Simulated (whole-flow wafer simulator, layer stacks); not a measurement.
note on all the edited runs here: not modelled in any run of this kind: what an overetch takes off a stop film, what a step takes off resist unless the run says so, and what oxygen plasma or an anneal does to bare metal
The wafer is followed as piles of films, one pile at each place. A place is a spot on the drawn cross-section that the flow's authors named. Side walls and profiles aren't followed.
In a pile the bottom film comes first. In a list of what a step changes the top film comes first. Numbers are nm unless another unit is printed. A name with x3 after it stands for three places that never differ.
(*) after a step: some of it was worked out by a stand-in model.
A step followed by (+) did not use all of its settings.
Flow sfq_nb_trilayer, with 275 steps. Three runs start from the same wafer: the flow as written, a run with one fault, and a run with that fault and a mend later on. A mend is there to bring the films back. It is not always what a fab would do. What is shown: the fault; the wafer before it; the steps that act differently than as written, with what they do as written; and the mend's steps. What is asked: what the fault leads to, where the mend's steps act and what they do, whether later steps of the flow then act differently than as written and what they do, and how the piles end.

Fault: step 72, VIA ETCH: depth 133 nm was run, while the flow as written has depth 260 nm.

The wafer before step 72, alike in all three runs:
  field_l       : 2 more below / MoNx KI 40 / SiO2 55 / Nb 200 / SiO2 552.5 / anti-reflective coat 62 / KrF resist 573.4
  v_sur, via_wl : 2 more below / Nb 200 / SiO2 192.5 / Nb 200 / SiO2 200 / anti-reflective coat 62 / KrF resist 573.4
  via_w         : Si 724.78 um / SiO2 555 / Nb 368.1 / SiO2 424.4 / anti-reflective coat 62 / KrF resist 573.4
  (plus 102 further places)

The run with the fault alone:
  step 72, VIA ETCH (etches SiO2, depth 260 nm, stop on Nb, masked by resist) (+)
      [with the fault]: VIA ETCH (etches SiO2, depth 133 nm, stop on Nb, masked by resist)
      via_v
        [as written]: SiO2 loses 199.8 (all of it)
        [with the fault]: SiO2 loses 133
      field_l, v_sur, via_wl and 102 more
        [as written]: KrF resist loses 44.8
        [with the fault]: KrF resist loses 22.9
  Later steps of the flow acting differently than as written (3 other steps are not shown; they differ only slightly, by no more than 2% or 0.5 nm, whichever is larger):
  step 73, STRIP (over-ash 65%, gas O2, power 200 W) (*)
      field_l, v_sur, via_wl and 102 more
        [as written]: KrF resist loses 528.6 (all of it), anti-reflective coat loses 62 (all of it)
        [with the fault]: KrF resist loses 550.5 (all of it), anti-reflective coat loses 62 (all of it)
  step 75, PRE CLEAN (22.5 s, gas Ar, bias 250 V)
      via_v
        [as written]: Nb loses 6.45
        [with the fault]: SiO2 loses 7.5
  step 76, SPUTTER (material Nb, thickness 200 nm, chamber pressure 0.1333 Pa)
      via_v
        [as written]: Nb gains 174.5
        [with the fault]: Nb gains 187.8 (new film)
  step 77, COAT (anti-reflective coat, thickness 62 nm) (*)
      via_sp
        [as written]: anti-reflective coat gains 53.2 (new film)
        [with the fault]: anti-reflective coat gains 54.5 (new film)
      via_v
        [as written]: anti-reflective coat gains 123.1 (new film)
        [with the fault]: anti-reflective coat gains 108.3 (new film)
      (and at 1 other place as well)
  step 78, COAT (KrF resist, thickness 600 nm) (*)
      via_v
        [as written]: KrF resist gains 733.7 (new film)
        [with the fault]: KrF resist gains 680.1 (new film)
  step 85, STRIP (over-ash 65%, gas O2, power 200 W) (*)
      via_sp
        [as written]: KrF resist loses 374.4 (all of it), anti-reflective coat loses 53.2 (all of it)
        [with the fault]: KrF resist loses 378.8 (all of it), anti-reflective coat loses 54.5 (all of it)
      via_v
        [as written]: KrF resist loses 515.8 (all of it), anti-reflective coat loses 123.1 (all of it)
        [with the fault]: KrF resist loses 462.3 (all of it), anti-reflective coat loses 108.3 (all of it)
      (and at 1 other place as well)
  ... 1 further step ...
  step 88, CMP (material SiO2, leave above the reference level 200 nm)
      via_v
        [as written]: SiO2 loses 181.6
        [with the fault]: SiO2 loses 157.1
  By the end, the piles at via_v depart from the flow's by more than 2% or 0.5 nm, whichever is larger.
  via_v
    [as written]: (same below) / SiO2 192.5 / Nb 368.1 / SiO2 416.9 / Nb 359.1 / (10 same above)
    [with the fault]: (same below) / SiO2 192.5 / Nb 200 / SiO2 59.3 / Nb 187.8 / SiO2 337.9 / Nb 359.1 / (10 same above)

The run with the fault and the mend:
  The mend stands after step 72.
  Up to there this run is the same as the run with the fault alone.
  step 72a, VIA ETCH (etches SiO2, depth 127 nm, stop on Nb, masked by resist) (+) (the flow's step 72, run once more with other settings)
      field_l, v_sur, via_wl and 102 more
        KrF resist loses 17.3
      via_v
        SiO2 loses 66.8 (all of it)
  Later steps of the flow that are run all act as written at every place that is followed, up to a difference of at most 2% or 0.5 nm, whichever is larger.
  At every place that both follow, the piles at the end match the flow's.
